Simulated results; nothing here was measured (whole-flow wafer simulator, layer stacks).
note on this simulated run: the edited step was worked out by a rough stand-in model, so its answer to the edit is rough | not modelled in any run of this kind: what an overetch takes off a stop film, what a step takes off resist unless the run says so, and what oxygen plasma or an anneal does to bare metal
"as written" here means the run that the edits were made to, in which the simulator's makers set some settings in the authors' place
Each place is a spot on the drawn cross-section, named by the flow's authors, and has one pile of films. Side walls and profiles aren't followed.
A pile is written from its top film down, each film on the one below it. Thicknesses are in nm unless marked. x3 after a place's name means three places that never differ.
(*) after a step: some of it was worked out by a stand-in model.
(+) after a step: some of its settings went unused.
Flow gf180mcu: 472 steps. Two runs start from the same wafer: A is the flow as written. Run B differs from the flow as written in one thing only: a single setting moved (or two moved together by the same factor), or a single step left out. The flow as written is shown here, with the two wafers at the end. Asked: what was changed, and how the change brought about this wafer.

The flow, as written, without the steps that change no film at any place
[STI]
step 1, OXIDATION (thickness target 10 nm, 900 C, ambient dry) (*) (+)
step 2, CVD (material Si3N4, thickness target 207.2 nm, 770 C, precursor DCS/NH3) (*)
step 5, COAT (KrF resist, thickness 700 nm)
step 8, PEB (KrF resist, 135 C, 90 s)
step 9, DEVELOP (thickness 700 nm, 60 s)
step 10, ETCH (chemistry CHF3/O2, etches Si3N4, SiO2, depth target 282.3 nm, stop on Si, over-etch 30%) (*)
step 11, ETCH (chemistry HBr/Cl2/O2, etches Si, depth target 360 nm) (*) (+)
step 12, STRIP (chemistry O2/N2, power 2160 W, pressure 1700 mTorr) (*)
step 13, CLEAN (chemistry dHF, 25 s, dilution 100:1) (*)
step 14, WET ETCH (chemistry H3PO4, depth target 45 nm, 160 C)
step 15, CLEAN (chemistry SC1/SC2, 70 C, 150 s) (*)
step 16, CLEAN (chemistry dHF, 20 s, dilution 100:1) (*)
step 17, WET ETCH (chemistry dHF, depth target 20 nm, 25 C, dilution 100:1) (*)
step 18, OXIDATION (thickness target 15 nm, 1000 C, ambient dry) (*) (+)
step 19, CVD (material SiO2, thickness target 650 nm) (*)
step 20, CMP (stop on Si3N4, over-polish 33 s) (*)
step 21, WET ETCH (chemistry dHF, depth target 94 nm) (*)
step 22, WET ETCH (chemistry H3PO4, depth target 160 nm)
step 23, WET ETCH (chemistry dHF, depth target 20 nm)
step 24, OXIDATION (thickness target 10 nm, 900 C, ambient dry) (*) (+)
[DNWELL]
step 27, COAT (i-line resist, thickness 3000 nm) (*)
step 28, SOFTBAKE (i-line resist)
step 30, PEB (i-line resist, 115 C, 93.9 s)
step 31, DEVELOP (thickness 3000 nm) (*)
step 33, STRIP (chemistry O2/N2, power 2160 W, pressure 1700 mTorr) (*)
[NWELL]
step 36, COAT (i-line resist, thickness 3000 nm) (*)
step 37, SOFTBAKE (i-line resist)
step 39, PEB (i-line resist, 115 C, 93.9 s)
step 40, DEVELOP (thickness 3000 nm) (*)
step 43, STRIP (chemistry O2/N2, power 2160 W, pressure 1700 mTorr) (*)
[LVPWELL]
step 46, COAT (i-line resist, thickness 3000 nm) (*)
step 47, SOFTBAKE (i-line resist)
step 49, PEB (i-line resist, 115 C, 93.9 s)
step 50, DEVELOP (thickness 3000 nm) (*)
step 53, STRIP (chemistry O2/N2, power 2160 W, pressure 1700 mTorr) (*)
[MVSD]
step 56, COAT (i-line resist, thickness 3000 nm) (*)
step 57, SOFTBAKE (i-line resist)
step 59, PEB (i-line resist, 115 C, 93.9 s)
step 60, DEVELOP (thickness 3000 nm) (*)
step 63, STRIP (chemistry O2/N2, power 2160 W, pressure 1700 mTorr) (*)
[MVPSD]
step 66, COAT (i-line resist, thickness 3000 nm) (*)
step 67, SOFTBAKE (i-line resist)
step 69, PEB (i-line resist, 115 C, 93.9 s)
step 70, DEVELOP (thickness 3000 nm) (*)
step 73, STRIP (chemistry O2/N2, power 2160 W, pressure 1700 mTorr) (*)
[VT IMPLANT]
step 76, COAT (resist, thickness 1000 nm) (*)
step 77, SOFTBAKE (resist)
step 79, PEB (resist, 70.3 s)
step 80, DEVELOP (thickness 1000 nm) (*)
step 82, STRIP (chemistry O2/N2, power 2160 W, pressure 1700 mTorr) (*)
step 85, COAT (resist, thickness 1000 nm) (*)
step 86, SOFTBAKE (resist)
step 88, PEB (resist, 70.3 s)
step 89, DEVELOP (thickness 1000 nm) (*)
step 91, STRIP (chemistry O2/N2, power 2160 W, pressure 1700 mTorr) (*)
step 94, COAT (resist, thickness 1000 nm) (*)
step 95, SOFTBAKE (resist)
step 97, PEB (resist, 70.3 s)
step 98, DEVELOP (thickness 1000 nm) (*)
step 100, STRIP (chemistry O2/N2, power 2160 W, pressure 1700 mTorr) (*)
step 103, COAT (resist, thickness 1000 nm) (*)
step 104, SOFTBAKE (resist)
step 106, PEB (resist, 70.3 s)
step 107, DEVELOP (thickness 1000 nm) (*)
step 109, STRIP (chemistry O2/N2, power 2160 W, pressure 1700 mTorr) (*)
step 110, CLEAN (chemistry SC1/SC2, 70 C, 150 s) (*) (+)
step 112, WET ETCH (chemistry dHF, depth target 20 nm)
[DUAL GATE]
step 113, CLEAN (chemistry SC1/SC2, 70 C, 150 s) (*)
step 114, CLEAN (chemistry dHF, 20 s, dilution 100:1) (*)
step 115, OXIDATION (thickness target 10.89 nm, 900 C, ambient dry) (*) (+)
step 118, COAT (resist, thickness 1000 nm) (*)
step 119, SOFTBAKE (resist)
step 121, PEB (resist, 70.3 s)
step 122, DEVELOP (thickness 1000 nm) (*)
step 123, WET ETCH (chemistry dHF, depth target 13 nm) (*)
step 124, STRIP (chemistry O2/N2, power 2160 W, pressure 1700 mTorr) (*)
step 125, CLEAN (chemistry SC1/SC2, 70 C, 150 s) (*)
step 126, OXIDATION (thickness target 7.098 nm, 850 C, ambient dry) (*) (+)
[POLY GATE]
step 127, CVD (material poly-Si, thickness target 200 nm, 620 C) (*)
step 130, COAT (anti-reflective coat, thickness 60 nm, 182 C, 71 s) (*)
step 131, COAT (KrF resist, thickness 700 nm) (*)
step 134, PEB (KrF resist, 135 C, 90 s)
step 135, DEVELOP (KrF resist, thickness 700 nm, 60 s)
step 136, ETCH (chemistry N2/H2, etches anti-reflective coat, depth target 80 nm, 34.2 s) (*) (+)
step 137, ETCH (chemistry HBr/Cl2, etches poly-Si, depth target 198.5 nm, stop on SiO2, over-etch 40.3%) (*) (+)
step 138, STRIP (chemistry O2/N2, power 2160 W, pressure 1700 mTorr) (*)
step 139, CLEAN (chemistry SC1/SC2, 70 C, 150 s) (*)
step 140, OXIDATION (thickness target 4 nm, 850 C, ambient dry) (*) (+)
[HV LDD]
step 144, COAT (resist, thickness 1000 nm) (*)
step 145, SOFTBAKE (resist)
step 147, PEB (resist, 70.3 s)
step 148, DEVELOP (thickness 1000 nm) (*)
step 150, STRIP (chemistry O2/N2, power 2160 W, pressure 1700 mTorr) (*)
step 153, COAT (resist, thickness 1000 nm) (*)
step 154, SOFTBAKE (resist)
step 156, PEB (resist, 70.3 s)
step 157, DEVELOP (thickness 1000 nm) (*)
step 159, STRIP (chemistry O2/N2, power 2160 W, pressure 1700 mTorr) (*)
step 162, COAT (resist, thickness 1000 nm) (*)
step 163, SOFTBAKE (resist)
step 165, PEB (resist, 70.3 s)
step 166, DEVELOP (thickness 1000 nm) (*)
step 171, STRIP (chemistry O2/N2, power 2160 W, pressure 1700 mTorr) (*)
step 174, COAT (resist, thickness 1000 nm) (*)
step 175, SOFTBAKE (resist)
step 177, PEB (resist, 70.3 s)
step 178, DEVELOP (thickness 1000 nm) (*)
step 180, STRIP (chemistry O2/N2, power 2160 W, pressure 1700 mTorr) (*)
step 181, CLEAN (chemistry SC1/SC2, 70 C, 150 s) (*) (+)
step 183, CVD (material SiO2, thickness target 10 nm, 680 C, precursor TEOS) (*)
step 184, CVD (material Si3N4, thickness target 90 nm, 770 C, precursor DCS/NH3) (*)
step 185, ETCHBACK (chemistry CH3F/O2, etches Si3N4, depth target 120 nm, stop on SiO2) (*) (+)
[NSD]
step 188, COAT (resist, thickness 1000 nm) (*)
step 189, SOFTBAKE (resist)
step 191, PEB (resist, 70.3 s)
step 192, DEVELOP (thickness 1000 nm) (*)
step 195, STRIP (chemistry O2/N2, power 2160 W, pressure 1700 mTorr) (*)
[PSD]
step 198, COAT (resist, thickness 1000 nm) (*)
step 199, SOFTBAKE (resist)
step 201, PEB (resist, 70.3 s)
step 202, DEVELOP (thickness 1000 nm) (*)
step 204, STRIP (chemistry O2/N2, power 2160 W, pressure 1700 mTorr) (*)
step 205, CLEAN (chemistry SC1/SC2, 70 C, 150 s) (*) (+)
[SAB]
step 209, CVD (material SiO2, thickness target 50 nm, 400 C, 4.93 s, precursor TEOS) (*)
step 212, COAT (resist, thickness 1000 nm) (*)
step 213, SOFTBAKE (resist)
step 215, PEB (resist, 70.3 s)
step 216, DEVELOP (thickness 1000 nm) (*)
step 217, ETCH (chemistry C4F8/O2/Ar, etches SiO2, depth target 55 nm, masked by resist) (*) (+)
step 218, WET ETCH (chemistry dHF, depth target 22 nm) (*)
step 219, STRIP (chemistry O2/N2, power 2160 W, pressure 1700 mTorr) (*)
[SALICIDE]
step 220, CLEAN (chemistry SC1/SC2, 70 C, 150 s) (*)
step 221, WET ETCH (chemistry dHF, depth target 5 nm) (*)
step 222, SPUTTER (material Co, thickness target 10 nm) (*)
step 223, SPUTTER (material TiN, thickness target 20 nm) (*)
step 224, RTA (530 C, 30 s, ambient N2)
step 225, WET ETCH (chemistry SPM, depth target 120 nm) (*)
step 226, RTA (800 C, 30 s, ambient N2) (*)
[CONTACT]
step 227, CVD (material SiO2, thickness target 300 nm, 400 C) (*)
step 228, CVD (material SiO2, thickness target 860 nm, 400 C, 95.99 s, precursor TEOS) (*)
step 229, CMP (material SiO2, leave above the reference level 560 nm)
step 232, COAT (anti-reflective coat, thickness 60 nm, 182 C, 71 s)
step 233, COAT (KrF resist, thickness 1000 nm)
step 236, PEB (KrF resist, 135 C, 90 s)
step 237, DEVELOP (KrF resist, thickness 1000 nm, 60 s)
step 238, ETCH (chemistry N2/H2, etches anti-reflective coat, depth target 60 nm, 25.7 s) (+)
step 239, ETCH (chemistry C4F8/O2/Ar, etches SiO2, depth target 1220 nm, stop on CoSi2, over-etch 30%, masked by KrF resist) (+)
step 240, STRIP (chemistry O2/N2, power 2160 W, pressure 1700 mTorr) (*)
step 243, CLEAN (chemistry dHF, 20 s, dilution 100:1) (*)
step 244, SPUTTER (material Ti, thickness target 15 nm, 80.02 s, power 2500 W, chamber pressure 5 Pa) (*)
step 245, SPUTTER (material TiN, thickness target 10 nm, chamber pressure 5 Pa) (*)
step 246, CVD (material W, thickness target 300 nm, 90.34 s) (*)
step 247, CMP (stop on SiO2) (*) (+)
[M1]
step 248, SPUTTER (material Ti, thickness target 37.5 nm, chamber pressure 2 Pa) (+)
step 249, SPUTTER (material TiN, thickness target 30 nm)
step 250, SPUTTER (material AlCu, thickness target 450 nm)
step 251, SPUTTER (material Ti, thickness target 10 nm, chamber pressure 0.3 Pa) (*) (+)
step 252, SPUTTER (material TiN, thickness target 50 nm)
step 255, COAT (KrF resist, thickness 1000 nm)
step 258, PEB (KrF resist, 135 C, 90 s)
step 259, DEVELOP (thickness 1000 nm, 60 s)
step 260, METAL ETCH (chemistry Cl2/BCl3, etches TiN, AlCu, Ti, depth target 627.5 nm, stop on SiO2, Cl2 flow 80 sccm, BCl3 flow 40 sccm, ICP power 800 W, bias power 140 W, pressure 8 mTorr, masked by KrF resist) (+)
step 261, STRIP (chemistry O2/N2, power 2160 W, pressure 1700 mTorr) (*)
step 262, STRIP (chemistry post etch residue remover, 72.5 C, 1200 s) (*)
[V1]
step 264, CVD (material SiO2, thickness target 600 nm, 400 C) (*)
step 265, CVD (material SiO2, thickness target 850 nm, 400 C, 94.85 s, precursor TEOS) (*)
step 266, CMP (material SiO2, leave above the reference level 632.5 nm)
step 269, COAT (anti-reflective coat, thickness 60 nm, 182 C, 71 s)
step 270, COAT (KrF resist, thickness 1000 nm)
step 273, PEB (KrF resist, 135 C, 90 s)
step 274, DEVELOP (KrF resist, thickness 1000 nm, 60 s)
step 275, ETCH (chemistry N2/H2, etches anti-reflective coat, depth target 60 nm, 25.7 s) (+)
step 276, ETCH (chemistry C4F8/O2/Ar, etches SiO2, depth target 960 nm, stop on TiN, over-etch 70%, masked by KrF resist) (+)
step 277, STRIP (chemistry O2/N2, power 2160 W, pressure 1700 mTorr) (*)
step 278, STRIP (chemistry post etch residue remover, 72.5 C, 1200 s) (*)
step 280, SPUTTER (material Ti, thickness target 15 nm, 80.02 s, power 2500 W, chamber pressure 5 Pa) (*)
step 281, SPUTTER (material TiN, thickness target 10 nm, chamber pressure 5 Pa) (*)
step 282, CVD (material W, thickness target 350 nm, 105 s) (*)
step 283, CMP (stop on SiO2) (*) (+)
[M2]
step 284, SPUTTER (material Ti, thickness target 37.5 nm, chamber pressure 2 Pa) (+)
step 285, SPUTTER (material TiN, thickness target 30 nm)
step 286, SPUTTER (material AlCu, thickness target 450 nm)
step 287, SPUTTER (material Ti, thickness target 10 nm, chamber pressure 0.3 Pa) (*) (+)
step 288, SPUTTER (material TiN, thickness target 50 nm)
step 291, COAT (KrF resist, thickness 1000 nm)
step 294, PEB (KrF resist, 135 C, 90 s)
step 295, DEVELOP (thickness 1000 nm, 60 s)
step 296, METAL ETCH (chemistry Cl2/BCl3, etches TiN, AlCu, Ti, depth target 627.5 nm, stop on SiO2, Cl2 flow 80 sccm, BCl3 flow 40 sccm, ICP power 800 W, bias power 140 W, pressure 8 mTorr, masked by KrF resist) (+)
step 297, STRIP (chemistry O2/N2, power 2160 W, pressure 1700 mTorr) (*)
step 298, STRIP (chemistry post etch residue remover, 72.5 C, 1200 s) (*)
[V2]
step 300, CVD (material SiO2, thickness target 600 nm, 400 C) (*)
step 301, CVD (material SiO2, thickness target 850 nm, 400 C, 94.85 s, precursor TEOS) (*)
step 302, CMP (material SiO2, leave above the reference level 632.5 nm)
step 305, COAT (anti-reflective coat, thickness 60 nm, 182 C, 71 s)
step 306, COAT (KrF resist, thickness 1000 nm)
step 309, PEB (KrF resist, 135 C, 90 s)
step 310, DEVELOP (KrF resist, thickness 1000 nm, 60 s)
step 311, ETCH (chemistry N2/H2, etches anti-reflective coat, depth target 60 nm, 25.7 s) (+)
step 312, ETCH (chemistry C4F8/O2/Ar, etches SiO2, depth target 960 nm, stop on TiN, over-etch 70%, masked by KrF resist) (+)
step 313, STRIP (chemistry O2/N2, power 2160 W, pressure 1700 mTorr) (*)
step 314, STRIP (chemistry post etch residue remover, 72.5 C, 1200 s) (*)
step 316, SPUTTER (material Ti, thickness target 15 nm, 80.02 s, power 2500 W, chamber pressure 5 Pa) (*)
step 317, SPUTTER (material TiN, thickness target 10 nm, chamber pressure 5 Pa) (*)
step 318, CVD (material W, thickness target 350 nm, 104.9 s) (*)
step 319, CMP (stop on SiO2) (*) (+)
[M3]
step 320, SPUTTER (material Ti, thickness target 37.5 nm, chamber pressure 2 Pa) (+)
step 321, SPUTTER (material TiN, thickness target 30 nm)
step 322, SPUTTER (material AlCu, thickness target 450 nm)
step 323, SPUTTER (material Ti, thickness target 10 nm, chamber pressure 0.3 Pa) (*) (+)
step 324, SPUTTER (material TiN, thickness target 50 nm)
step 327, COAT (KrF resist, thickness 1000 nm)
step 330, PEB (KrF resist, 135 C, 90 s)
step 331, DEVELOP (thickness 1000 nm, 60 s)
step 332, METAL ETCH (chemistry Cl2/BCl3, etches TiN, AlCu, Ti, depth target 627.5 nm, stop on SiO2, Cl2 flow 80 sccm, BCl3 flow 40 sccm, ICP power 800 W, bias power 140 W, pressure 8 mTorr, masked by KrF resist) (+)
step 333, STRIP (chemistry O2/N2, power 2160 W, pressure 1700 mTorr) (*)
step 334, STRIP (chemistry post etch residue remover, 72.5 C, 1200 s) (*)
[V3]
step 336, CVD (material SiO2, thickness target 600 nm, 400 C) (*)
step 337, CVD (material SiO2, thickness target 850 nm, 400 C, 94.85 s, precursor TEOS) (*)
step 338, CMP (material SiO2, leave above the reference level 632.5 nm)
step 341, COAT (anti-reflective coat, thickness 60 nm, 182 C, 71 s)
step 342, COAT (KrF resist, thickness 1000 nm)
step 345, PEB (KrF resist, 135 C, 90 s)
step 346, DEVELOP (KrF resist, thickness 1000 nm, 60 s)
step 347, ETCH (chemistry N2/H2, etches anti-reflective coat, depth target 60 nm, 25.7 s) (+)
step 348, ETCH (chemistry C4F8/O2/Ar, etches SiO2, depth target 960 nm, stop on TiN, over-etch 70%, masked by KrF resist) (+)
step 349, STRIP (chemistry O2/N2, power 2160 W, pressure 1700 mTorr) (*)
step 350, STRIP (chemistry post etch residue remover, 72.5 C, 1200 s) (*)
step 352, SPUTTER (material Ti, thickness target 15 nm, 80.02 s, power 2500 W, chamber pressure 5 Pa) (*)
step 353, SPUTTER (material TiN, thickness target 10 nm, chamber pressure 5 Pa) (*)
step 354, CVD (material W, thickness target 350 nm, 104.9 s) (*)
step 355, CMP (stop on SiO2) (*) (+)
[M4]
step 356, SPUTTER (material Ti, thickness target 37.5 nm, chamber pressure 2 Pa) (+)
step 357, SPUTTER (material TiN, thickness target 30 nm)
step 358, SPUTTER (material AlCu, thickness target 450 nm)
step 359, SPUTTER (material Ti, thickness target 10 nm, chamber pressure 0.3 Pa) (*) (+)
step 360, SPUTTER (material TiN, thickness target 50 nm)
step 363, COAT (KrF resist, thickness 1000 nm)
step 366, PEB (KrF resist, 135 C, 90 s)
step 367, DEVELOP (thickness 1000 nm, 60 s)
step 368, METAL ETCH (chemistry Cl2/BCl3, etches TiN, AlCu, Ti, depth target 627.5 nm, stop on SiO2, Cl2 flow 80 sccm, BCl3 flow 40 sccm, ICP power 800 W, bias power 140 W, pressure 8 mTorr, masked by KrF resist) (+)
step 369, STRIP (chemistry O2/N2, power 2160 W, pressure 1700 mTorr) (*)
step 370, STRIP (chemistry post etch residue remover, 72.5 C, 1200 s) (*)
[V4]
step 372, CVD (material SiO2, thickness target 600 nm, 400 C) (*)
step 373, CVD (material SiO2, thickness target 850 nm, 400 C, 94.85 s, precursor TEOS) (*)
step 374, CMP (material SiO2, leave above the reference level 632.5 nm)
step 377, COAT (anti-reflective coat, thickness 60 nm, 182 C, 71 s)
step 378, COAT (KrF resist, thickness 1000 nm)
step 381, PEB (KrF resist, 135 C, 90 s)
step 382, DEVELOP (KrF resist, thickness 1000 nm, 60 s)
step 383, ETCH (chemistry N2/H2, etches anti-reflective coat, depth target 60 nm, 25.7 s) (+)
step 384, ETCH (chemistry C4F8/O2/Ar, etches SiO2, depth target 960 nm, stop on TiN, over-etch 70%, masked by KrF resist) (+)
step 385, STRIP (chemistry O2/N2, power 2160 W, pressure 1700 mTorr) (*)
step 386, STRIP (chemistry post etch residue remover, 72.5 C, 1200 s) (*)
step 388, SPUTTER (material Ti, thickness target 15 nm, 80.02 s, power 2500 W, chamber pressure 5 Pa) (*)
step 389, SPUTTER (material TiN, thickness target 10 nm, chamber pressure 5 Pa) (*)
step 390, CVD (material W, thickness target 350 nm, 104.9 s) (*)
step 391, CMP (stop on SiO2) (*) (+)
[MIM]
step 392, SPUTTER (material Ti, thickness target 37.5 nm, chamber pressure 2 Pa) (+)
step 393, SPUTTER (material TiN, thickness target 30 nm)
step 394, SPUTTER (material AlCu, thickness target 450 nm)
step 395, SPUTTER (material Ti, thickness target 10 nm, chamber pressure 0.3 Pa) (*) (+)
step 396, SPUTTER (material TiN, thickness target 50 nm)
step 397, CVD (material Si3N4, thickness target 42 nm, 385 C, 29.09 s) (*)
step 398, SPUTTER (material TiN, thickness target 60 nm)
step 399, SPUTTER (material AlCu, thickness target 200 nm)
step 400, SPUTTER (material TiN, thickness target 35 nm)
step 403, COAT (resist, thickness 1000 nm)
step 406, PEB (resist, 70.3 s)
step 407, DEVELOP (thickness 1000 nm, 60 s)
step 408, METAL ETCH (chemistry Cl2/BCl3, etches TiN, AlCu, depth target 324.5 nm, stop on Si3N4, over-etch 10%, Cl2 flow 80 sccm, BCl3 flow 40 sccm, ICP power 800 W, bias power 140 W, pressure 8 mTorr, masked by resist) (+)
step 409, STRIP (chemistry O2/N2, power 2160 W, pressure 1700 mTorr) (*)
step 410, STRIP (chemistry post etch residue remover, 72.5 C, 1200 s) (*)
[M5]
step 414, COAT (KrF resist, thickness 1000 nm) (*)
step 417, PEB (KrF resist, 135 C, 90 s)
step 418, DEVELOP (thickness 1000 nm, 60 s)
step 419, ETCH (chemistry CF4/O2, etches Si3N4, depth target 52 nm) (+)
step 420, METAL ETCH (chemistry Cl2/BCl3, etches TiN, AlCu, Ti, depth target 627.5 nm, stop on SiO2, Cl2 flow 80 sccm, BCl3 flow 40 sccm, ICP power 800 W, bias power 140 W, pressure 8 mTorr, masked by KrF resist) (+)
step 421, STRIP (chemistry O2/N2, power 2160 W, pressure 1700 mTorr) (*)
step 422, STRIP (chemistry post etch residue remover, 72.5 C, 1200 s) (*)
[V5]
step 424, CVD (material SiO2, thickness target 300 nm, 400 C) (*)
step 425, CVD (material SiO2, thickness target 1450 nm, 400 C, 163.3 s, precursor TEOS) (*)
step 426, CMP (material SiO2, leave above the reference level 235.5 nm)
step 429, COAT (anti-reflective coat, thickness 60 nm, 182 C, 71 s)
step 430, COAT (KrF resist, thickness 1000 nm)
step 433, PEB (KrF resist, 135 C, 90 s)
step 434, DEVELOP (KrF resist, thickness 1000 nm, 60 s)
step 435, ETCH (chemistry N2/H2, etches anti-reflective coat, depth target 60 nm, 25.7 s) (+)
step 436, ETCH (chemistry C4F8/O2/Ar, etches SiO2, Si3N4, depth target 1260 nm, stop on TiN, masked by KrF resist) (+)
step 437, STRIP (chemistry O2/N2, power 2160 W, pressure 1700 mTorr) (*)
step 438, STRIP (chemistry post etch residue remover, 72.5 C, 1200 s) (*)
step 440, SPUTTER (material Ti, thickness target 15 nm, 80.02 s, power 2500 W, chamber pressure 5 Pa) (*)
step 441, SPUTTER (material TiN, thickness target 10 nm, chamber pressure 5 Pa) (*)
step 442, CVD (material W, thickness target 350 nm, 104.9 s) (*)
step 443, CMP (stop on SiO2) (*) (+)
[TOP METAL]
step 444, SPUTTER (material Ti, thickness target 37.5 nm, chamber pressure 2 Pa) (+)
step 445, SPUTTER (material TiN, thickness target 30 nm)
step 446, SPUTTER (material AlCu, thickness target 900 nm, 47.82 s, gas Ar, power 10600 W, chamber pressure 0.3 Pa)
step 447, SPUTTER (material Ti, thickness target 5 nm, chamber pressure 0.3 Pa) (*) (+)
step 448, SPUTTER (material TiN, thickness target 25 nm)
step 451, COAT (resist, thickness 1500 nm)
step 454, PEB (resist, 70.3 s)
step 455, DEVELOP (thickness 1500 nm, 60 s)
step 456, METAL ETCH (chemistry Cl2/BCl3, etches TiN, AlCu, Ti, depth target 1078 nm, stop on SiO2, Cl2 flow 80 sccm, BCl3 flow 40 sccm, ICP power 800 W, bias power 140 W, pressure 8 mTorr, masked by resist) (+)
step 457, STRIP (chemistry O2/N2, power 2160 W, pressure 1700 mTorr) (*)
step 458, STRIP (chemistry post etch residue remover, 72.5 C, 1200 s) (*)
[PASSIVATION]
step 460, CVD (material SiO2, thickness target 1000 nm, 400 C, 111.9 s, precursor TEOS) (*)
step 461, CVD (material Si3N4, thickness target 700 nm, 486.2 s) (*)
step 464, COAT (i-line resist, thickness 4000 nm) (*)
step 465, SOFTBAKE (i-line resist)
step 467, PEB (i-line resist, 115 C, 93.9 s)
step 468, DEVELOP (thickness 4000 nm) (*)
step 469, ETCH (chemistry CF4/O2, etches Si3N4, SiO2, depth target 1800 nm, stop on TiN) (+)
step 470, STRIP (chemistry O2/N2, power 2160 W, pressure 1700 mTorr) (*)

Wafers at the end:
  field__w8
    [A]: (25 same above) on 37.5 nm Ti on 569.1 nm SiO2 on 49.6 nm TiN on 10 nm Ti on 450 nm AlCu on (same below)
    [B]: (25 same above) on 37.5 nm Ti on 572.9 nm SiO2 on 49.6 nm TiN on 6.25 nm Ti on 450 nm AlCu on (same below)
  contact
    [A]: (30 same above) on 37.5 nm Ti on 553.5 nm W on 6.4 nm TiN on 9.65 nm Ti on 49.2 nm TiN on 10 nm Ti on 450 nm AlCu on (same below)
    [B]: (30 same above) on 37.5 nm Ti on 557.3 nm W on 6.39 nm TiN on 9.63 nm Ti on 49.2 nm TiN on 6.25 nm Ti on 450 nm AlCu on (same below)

Cause: step 287, SPUTTER: thickness target 6.25 nm was run, while the flow as written has thickness target 10 nm.
The wafer lets one read it off: field__w8 has Ti 6.25, and step 287 as written asks for 10 nm.

Step by step, how the change led to this:
  step 287, SPUTTER (material Ti, thickness target 10 nm, chamber pressure 0.3 Pa) (*) (+)
      field, field__w1, field__w2 and 108 more: A Ti gains 10 (new film) | B Ti gains 6.25 (new film)
  step 296, METAL ETCH (chemistry Cl2/BCl3, etches TiN, AlCu, Ti, depth target 627.5 nm, stop on SiO2, Cl2 flow 80 sccm, BCl3 flow 40 sccm, ICP power 800 W, bias power 140 W, pressure 8 mTorr, masked by KrF resist) (+)
      field, field__w1, field__w2 and 103 more: A TiN loses 50 (all of it), Ti loses 10 (all of it), AlCu loses 450 (all of it), TiN loses 30 (all of it), Ti loses 37.5 (all of it) | B TiN loses 50 (all of it), Ti loses 6.25 (all of it), AlCu loses 450 (all of it), TiN loses 30 (all of it), Ti loses 37.5 (all of it)
